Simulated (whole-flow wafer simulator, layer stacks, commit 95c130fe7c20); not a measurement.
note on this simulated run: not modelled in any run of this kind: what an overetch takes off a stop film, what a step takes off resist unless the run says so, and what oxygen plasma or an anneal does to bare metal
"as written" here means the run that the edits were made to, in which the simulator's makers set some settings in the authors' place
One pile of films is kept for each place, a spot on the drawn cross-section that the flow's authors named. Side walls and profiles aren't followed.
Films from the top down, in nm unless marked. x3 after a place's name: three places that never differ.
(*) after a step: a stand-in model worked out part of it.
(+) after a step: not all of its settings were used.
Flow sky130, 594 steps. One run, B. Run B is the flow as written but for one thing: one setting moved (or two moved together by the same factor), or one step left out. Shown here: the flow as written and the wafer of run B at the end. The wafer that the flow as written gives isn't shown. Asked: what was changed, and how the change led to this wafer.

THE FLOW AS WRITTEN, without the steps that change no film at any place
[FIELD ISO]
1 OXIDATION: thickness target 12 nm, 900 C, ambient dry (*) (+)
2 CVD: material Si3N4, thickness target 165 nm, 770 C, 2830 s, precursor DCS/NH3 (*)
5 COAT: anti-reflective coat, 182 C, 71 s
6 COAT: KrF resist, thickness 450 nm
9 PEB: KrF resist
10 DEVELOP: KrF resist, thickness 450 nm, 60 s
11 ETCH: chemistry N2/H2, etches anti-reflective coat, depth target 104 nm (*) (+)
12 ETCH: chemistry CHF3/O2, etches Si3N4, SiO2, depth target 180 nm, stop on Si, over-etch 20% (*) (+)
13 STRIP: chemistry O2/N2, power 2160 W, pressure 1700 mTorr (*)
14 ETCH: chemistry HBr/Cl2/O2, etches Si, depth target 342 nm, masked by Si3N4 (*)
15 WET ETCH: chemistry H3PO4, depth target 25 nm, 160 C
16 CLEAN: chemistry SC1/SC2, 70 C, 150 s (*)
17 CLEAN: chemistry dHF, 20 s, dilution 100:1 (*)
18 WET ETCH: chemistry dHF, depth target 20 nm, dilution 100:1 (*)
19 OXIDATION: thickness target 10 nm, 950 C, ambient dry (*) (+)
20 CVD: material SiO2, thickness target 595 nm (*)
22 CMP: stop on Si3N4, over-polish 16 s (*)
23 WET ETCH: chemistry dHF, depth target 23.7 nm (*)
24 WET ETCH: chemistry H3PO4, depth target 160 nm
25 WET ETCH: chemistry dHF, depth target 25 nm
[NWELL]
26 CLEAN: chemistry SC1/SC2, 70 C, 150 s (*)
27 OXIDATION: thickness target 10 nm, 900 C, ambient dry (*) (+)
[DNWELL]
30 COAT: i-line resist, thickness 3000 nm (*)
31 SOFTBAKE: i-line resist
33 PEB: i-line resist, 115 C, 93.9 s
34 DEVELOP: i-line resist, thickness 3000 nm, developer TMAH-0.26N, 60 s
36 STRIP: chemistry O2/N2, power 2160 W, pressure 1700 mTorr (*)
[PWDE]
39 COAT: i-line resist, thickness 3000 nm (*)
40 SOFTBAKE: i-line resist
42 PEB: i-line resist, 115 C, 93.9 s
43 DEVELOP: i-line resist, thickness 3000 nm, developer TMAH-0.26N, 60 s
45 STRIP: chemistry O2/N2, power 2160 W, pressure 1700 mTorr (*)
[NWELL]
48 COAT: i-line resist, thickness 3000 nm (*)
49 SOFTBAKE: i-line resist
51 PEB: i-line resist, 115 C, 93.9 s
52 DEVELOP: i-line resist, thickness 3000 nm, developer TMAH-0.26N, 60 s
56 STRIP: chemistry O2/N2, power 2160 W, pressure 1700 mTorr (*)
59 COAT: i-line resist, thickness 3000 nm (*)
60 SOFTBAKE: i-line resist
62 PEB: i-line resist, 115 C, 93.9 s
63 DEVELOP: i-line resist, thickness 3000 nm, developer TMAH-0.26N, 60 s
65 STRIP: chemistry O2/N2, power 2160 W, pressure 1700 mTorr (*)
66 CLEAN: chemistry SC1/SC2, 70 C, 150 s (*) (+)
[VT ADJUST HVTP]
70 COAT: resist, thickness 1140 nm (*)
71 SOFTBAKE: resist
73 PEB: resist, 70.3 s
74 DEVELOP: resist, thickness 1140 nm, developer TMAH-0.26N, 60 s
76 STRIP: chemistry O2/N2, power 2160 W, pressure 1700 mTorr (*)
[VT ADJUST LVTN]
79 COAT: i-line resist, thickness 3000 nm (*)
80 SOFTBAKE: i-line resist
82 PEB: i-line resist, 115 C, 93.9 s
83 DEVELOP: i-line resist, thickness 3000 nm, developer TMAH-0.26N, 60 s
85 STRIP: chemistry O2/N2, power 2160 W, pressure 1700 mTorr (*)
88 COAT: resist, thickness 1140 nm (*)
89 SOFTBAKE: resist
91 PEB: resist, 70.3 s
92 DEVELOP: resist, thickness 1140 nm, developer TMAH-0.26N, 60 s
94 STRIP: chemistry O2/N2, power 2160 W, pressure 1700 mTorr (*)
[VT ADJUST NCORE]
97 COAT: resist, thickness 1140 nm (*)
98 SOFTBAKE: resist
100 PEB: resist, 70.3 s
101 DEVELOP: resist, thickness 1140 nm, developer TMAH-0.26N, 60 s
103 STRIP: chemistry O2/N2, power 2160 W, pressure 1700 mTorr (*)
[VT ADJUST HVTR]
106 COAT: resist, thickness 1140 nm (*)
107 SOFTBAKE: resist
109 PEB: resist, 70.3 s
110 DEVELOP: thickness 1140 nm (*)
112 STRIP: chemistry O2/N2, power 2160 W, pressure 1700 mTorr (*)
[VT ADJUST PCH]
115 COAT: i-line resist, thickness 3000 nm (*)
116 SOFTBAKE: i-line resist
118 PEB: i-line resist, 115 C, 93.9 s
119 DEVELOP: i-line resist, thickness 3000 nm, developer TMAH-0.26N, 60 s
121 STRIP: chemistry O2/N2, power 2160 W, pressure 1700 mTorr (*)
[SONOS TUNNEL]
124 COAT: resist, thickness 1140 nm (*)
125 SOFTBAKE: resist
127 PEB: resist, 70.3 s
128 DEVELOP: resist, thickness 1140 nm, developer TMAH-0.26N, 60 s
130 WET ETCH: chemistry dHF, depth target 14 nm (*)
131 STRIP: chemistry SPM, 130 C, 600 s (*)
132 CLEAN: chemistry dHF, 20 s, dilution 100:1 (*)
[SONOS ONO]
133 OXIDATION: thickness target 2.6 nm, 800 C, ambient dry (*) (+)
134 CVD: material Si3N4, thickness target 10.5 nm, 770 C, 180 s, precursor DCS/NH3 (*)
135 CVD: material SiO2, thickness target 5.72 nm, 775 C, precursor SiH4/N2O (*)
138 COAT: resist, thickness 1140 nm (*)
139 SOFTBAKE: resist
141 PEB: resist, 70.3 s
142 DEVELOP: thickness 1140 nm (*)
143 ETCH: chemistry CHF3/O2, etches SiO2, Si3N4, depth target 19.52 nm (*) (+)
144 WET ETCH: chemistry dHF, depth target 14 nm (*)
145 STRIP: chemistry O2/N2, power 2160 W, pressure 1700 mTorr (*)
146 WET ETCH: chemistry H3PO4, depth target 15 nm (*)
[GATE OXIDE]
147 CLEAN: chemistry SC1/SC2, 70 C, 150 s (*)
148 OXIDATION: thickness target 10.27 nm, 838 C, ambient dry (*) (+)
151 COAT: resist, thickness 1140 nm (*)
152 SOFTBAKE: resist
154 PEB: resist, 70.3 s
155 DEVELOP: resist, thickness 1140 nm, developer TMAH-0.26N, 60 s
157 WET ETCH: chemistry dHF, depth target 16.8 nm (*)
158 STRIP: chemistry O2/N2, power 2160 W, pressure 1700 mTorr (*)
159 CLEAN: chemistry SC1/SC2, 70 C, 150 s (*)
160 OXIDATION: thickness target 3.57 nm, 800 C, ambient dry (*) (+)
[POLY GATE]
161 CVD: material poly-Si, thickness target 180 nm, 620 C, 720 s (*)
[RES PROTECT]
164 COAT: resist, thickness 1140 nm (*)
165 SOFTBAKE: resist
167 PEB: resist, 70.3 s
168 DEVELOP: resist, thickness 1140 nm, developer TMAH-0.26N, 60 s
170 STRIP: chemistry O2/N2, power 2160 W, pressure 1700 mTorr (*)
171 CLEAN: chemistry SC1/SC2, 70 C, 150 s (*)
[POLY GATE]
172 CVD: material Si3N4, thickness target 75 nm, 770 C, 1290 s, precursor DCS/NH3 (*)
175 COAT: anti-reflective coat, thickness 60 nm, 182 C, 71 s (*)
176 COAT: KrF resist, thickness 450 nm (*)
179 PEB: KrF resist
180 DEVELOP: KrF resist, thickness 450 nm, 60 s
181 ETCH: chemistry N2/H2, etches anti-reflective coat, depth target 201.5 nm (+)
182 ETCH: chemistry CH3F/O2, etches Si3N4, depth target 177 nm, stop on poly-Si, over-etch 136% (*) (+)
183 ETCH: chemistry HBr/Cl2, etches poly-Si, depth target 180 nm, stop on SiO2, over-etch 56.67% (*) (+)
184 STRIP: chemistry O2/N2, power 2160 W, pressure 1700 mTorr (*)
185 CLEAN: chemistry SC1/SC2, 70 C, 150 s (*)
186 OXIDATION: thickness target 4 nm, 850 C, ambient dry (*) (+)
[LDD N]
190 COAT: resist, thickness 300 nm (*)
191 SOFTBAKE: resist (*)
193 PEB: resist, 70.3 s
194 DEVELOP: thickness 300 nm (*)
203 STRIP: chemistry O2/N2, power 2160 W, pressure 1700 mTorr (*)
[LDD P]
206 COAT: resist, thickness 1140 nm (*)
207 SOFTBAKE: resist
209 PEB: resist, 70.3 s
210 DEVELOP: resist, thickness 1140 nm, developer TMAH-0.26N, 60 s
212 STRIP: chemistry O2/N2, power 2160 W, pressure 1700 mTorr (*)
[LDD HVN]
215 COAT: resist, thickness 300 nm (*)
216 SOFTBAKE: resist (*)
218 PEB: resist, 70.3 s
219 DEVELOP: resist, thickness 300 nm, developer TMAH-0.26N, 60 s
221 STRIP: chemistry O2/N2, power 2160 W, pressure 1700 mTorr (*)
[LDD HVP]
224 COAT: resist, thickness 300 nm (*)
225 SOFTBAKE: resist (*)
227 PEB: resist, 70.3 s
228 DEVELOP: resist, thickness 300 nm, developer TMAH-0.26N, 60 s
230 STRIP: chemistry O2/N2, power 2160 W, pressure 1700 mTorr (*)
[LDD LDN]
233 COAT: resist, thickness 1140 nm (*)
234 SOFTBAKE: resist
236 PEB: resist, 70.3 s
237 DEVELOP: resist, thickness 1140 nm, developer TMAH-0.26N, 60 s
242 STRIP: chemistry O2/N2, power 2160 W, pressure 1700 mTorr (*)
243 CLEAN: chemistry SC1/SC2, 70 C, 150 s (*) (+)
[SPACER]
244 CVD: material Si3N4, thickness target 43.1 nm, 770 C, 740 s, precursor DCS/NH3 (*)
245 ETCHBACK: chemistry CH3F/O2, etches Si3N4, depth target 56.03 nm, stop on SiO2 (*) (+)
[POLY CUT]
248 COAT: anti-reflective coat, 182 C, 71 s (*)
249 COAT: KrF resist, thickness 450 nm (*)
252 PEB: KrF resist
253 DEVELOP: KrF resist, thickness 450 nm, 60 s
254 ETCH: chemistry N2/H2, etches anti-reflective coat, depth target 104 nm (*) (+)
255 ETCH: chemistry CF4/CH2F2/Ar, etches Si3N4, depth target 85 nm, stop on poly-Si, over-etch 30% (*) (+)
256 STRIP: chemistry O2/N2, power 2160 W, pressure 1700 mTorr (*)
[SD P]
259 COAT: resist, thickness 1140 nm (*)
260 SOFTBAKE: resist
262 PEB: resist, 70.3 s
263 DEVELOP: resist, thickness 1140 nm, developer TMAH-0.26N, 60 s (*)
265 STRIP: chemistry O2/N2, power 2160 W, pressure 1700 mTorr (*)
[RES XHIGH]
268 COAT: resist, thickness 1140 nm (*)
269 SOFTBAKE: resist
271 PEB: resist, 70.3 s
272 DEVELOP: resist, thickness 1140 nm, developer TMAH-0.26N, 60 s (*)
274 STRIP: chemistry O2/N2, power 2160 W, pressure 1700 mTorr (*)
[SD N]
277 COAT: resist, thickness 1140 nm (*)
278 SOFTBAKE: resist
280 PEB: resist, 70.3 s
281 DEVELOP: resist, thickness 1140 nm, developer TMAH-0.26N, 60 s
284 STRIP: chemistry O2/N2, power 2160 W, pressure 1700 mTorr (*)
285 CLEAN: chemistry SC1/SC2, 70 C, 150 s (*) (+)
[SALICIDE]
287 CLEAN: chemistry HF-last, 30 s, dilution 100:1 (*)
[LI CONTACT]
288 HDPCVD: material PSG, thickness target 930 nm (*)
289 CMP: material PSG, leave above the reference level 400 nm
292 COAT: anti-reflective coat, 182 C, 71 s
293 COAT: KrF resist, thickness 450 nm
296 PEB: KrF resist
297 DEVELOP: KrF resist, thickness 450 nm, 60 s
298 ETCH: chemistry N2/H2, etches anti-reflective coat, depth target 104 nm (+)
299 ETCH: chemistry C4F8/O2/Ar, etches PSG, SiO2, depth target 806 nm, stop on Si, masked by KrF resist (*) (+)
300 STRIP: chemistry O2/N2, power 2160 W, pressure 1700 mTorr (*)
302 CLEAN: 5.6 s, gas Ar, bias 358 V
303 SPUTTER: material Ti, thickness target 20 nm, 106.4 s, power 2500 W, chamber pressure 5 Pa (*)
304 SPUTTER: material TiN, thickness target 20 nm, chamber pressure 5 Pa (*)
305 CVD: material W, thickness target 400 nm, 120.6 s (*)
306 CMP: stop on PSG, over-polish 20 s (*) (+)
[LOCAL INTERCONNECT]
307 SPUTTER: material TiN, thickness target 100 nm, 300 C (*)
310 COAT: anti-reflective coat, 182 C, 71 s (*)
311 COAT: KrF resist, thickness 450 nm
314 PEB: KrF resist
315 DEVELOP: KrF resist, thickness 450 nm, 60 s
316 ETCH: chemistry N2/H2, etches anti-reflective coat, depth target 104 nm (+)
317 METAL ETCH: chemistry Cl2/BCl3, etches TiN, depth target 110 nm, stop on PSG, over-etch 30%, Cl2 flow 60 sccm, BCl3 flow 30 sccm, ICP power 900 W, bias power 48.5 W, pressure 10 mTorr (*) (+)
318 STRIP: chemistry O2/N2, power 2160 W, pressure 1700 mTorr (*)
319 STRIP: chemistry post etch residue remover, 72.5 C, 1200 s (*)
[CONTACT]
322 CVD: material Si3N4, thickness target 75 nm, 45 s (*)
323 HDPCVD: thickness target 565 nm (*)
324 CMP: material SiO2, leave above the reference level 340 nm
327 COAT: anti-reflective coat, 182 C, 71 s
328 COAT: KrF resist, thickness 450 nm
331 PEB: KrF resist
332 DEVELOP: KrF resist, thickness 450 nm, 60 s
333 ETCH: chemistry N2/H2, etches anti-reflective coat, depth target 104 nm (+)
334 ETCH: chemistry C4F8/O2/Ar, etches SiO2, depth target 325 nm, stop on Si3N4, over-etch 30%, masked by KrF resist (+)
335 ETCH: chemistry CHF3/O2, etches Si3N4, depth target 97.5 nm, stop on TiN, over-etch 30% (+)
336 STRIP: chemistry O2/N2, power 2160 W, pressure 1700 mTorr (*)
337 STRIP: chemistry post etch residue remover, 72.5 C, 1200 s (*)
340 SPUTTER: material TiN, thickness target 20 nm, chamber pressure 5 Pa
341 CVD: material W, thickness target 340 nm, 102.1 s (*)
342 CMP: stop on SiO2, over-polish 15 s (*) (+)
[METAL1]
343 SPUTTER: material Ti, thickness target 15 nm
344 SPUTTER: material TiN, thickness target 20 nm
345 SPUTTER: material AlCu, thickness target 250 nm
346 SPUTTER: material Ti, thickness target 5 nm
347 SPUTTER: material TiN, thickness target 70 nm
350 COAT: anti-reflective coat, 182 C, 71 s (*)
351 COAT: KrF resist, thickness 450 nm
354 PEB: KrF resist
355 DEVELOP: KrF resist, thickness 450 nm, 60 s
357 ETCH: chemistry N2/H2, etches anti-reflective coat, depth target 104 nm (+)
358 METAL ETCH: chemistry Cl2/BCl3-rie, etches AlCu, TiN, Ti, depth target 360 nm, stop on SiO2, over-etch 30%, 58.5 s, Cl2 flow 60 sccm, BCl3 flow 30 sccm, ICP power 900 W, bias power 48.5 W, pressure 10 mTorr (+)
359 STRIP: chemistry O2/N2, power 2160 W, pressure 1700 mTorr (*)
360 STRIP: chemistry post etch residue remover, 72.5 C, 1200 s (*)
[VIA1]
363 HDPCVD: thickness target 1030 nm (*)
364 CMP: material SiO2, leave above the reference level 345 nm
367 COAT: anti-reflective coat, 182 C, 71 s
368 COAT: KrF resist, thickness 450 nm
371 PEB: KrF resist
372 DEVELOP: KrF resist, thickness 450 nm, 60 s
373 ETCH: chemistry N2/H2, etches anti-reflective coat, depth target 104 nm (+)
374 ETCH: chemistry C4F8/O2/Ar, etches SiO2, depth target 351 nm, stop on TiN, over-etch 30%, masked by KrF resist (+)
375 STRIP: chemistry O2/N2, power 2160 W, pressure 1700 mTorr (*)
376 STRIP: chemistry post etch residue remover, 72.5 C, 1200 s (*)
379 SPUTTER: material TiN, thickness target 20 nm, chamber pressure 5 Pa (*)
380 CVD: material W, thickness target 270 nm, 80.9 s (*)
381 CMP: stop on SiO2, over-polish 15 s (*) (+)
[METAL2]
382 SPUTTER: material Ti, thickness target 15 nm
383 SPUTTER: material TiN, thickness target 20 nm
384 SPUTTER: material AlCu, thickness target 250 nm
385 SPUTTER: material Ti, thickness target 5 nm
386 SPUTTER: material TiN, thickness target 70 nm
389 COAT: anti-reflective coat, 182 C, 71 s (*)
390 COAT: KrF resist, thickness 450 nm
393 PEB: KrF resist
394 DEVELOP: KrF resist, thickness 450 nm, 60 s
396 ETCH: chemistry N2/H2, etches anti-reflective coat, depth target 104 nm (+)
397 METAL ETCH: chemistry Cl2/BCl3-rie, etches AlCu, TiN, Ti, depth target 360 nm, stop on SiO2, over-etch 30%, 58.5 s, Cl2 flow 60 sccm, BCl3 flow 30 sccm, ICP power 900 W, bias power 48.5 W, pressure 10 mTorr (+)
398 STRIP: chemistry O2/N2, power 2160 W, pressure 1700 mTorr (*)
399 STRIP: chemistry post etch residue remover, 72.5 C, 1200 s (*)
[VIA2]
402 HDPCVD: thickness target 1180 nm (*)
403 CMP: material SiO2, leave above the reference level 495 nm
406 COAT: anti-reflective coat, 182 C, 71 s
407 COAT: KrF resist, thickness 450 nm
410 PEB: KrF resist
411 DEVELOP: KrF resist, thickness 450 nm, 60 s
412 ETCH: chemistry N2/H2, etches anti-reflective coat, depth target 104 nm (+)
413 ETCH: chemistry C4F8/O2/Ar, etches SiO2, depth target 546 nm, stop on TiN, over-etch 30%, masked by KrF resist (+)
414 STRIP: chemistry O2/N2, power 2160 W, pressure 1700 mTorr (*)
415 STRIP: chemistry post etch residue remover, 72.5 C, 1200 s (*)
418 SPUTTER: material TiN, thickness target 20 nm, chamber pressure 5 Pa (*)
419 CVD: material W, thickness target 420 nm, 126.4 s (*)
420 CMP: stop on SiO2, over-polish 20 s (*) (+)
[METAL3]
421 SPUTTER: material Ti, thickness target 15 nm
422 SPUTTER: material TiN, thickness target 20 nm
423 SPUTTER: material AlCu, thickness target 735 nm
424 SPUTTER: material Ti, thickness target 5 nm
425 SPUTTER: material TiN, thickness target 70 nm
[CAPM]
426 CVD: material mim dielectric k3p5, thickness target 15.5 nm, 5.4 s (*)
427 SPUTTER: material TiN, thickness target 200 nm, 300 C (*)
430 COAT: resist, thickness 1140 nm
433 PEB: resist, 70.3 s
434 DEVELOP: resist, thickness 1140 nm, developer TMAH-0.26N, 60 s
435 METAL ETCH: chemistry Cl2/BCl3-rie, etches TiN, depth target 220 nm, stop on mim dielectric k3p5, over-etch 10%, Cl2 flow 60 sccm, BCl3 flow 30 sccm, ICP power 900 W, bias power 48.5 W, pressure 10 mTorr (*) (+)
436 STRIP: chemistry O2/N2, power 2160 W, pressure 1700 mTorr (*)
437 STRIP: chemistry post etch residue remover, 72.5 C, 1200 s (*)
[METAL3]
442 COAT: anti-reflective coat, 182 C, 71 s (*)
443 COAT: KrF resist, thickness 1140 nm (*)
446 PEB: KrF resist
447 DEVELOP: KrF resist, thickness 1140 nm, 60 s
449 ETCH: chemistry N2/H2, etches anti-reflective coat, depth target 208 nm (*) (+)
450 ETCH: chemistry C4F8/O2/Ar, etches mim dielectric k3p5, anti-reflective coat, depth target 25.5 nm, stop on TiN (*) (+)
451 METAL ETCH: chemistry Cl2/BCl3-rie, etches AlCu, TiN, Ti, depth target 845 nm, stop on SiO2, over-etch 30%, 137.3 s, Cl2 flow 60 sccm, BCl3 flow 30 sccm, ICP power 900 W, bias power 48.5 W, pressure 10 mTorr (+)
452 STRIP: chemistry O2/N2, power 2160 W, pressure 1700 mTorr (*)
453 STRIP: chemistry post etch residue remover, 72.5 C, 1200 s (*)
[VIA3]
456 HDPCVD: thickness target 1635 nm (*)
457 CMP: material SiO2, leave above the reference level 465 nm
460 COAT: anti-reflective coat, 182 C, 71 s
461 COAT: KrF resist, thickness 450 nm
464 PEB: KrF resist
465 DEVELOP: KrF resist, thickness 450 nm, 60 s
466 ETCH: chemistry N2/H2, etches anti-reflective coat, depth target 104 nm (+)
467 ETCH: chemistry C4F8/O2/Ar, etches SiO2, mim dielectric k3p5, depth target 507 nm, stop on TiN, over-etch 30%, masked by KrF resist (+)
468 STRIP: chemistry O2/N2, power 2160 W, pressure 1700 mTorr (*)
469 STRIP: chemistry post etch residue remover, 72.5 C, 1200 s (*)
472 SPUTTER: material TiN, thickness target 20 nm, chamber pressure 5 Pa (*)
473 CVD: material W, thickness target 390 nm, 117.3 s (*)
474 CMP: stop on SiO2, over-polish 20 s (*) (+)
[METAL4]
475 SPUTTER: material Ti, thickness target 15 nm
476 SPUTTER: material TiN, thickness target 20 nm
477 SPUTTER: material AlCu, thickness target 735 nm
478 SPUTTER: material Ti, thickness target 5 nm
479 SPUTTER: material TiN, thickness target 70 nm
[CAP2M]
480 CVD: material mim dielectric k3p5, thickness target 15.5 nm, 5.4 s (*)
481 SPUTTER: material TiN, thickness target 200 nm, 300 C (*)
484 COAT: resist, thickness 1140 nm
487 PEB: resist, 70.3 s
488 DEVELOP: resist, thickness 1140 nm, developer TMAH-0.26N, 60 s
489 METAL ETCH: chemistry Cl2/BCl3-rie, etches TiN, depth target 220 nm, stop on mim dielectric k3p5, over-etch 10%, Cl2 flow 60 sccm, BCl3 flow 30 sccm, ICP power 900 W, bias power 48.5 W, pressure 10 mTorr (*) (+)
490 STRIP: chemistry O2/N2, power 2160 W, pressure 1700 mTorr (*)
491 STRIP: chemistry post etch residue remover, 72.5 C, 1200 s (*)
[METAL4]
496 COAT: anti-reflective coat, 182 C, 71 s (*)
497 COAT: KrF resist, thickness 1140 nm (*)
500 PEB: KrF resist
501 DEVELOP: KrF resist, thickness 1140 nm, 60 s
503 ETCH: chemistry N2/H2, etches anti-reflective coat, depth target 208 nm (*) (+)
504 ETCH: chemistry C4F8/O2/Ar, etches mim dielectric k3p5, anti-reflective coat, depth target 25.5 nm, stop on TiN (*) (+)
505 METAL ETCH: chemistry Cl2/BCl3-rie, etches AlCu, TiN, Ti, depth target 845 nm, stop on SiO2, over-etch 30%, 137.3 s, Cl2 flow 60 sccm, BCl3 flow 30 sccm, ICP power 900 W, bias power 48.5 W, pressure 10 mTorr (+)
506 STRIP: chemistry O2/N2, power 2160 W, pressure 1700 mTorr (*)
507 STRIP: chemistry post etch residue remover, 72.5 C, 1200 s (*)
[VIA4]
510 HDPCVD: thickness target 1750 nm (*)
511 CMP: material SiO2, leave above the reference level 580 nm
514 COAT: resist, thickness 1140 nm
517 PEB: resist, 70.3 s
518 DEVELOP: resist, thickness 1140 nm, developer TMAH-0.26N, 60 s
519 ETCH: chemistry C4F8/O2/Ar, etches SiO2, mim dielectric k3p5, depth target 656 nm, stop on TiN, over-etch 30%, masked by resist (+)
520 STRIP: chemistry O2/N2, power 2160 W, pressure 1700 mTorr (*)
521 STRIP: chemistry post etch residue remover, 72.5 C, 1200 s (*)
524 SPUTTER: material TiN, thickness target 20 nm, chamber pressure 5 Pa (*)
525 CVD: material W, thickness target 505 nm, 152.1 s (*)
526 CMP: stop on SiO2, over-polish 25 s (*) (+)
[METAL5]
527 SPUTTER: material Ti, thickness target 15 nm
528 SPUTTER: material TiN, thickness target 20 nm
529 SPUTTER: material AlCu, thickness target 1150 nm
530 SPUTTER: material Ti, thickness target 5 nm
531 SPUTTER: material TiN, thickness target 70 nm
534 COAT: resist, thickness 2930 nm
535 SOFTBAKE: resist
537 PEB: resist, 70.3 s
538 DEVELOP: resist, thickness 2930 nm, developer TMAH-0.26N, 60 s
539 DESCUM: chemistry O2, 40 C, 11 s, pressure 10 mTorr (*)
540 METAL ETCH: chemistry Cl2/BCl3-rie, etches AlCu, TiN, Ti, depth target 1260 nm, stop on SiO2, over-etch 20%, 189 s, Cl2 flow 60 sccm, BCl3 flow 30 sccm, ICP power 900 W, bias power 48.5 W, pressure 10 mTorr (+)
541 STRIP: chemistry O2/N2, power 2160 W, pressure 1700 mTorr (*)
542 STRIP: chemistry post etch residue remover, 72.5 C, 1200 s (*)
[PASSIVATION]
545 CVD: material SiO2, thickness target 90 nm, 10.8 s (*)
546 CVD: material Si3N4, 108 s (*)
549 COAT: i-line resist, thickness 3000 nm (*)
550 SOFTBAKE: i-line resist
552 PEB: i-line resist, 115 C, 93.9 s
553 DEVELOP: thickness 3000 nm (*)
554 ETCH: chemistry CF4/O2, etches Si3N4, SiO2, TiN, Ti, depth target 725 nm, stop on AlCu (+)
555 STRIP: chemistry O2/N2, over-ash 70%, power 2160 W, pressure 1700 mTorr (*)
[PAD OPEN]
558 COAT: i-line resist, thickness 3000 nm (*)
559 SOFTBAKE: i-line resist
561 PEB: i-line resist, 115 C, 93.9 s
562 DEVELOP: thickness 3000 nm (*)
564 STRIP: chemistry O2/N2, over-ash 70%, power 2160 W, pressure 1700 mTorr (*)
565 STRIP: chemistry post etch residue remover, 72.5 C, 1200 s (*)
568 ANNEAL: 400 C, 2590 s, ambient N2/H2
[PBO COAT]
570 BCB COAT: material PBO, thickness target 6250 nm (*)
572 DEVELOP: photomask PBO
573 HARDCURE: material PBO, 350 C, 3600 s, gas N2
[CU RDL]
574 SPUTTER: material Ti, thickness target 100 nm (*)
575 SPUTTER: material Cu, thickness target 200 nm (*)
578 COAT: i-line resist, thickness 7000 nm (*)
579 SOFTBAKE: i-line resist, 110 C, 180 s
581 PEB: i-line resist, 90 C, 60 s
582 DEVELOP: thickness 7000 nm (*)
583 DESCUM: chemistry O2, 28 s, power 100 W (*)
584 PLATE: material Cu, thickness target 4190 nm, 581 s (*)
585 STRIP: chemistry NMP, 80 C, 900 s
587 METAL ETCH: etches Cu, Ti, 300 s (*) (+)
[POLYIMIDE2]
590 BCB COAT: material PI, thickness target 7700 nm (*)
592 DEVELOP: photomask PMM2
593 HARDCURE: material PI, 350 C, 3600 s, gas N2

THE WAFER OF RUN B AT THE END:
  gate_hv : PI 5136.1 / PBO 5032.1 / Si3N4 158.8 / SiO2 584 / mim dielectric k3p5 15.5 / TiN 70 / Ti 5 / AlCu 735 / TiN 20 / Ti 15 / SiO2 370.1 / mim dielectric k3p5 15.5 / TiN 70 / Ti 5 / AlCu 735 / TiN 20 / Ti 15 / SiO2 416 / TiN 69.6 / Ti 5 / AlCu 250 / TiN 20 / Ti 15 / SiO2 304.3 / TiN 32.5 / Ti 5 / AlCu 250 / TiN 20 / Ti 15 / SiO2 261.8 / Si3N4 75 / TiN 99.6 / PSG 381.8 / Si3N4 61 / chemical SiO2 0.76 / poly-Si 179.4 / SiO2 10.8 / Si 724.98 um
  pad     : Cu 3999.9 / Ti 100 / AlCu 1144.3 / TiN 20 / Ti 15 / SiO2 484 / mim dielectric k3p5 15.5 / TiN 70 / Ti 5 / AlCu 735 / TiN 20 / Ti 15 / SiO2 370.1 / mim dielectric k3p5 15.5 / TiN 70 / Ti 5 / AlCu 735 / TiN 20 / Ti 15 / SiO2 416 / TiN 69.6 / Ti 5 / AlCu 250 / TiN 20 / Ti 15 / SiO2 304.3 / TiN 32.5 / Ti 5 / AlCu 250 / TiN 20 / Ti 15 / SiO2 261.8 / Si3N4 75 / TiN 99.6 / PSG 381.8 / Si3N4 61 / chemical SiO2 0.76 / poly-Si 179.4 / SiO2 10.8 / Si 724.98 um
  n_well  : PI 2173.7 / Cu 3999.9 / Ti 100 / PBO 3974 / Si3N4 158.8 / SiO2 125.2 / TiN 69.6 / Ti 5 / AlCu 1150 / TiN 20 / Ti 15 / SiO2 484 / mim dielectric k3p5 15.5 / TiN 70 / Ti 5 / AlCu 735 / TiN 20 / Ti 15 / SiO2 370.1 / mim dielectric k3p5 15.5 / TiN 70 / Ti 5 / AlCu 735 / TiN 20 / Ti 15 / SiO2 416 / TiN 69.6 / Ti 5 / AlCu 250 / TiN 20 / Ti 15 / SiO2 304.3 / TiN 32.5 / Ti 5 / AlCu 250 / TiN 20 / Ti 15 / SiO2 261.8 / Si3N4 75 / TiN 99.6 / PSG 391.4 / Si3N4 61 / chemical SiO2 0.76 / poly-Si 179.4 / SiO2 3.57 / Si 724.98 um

The cause: step 347, SPUTTER: thickness target 32.9 nm was run, where the flow has thickness target 70 nm.

How the change led to this, step by step:
  347 SPUTTER: material TiN, thickness target 70 nm
      field, active, n_well and 188 more: TiN +32.9 (new film) (as written it would be: TiN +70 (new film))
  358 METAL ETCH: chemistry Cl2/BCl3-rie, etches AlCu, TiN, Ti, depth target 360 nm, stop on SiO2, over-etch 30%, 58.5 s, Cl2 flow 60 sccm, BCl3 flow 30 sccm, ICP power 900 W, bias power 48.5 W, pressure 10 mTorr (+)
      field, active, gate and 81 more: TiN -31.6 (all of it), Ti -5 (all of it), AlCu -250 (all of it), TiN -20 (all of it), Ti -15 (all of it), SiO2 -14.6 (as written it would be: TiN -68.7 (all of it), Ti -5 (all of it), AlCu -250 (all of it), TiN -20 (all of it), Ti -15 (all of it), SiO2 -10.9)
  364 CMP: material SiO2, leave above the reference level 345 nm
      n_well, p_well, gate_hv and 100 more: SiO2 -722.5 (as written it would be: SiO2 -759.6)
      poly_licon, ndiff_licon, ndiff_licon_cpp, rpo_hd_licon: SiO2 -721.9 (as written it would be: SiO2 -759)
  374 ETCH: chemistry C4F8/O2/Ar, etches SiO2, depth target 351 nm, stop on TiN, over-etch 30%, masked by KrF resist (+)
      m1, via1_hole: SiO2 -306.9 (all of it) (as written it would be: SiO2 -269.8 (all of it))
  379 SPUTTER: material TiN, thickness target 20 nm, chamber pressure 5 Pa (*)
      m1: TiN +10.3 (as written it would be: TiN +11)
      via1_hole: TiN +10.3 (as written it would be: TiN +10.9)
  380 CVD: material W, thickness target 270 nm, 80.9 s (*)
      m1: W +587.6 (new film) (as written it would be: W +549.9 (new film))
      via1_hole: W +587.7 (new film) (as written it would be: W +549.9 (new film))
